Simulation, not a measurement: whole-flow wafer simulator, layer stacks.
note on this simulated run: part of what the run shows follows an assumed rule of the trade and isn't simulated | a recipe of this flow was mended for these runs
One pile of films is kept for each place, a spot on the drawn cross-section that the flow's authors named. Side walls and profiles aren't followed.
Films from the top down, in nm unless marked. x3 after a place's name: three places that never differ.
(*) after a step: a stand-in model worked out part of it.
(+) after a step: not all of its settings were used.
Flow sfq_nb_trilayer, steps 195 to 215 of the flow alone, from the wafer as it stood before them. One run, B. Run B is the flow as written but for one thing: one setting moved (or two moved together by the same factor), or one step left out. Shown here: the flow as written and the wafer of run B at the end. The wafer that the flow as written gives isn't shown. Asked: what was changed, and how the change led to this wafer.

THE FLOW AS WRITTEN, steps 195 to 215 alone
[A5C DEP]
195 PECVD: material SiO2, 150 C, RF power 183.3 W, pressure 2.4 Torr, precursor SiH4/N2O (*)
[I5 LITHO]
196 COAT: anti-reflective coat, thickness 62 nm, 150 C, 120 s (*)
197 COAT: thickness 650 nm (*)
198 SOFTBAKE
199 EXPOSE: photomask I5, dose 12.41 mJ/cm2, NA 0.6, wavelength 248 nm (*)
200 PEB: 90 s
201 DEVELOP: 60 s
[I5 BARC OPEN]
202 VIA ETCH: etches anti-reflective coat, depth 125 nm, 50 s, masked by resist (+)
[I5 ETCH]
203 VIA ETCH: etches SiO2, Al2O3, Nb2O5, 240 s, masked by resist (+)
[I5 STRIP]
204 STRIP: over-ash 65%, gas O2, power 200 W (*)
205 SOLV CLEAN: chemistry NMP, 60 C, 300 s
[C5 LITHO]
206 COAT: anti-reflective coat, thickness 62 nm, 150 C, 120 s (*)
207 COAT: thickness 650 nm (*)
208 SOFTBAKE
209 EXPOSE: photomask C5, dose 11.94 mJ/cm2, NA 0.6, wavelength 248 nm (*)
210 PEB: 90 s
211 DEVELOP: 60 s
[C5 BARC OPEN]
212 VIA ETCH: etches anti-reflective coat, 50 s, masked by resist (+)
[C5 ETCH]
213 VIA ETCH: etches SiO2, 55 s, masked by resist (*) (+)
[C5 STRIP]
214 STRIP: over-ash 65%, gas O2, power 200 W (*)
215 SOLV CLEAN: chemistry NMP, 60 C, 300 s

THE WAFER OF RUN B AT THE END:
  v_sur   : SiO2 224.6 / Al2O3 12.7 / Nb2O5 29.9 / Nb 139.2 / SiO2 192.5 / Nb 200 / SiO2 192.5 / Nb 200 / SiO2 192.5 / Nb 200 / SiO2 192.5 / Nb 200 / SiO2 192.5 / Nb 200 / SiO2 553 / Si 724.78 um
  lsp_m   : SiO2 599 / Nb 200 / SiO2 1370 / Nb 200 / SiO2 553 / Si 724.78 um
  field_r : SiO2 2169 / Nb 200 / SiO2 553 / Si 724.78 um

The cause: step 195, PECVD: RF power 247.9 W was run, where the flow has RF power 183.3 W.

How the change led to this, step by step:
  195 PECVD: material SiO2, 150 C, RF power 183.3 W, pressure 2.4 Torr, precursor SiH4/N2O (*)
      field_l, v_sur, via_wl and 92 more: SiO2 +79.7 (as written it would be: SiO2 +70)
      ce_l, c5j, ce_r and 8 more: SiO2 +79.7 (new film) (as written it would be: SiO2 +70 (new film))
  203 VIA ETCH: etches SiO2, Al2O3, Nb2O5, 240 s, masked by resist (+)
      be: SiO2 -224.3 (all of it), Al2O3 -12.7 (all of it), Nb2O5 -29.9 (all of it), Nb -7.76 (as written it would be: SiO2 -214.5 (all of it), Al2O3 -12.7 (all of it), Nb2O5 -29.9 (all of it), Nb -8.57)
  213 VIA ETCH: etches SiO2, 55 s, masked by resist (*) (+)
      c5j: SiO2 -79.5 (all of it), Nb -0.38 (as written it would be: SiO2 -69.7 (all of it), Nb -1.19)
      res: SiO2 -79.4 (all of it), Ti -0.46 (as written it would be: SiO2 -69.7 (all of it), Ti -1.43)
